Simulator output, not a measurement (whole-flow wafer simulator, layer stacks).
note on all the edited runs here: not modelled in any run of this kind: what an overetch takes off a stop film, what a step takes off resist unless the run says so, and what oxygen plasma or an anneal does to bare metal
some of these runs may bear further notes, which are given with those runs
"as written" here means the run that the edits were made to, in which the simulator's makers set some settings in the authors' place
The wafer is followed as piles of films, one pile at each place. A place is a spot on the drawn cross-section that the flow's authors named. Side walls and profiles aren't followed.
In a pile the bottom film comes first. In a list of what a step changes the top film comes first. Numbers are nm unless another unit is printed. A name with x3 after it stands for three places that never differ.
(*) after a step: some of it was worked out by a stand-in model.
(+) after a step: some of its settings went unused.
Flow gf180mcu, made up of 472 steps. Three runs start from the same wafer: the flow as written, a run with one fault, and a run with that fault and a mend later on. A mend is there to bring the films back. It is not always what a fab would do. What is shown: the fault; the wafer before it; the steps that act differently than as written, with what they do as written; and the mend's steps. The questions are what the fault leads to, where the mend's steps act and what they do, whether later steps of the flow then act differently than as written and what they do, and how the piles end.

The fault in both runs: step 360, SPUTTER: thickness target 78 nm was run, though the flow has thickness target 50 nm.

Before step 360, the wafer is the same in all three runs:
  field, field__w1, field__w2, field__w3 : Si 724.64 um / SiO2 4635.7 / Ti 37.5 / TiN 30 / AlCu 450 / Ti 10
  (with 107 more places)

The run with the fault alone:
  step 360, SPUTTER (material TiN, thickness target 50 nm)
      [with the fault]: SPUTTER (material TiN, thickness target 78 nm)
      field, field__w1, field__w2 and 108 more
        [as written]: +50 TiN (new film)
        [with the fault]: +78 TiN (new film)
  Later steps of the flow acting differently than as written (3 more steps, not shown, differ only slightly: by at most 2% or 0.5 nm, whichever is larger):
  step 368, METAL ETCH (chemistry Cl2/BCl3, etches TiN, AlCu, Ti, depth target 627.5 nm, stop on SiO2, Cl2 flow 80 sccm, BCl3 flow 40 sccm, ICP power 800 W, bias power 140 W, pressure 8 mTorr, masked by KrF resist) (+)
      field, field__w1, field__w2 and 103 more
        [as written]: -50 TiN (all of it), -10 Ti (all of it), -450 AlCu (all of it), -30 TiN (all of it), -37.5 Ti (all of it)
        [with the fault]: -78 TiN (all of it), -10 Ti (all of it), -450 AlCu (all of it), -30 TiN (all of it), -37.5 Ti (all of it)
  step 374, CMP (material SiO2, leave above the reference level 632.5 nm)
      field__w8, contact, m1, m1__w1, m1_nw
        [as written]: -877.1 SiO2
        [with the fault]: -905.1 SiO2
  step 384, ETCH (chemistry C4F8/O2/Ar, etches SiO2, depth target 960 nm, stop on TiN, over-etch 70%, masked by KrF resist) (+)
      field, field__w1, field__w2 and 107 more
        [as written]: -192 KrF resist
        [with the fault]: -185.1 KrF resist
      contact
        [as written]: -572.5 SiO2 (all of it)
        [with the fault]: -544.5 SiO2 (all of it)
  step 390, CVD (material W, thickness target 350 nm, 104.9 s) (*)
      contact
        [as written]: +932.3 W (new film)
        [with the fault]: +904 W (new film)
  The piles end different from the flow's at field__w8, contact, m1, m1__w1, m1_nw by more than 2% or 0.5 nm, whichever is larger.
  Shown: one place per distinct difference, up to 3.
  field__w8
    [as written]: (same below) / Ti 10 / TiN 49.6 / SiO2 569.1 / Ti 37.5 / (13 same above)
    [with the fault]: (same below) / Ti 10 / TiN 77.6 / SiO2 541.1 / Ti 37.5 / (13 same above)
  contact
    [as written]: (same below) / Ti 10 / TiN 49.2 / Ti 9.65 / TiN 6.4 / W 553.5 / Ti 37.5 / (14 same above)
    [with the fault]: (same below) / Ti 10 / TiN 77.2 / Ti 9.81 / TiN 6.51 / W 525.2 / Ti 37.5 / (14 same above)

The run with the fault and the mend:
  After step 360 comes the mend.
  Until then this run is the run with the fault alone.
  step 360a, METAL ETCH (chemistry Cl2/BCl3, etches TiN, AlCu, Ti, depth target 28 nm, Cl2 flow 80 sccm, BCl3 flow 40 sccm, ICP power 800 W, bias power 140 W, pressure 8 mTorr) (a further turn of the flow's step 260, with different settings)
      field, field__w1, field__w2 and 108 more
        -28 TiN
  Every later step of the flow that is run acts as written at every place that is followed.
  At every place that both follow, the piles at the end match the flow's.
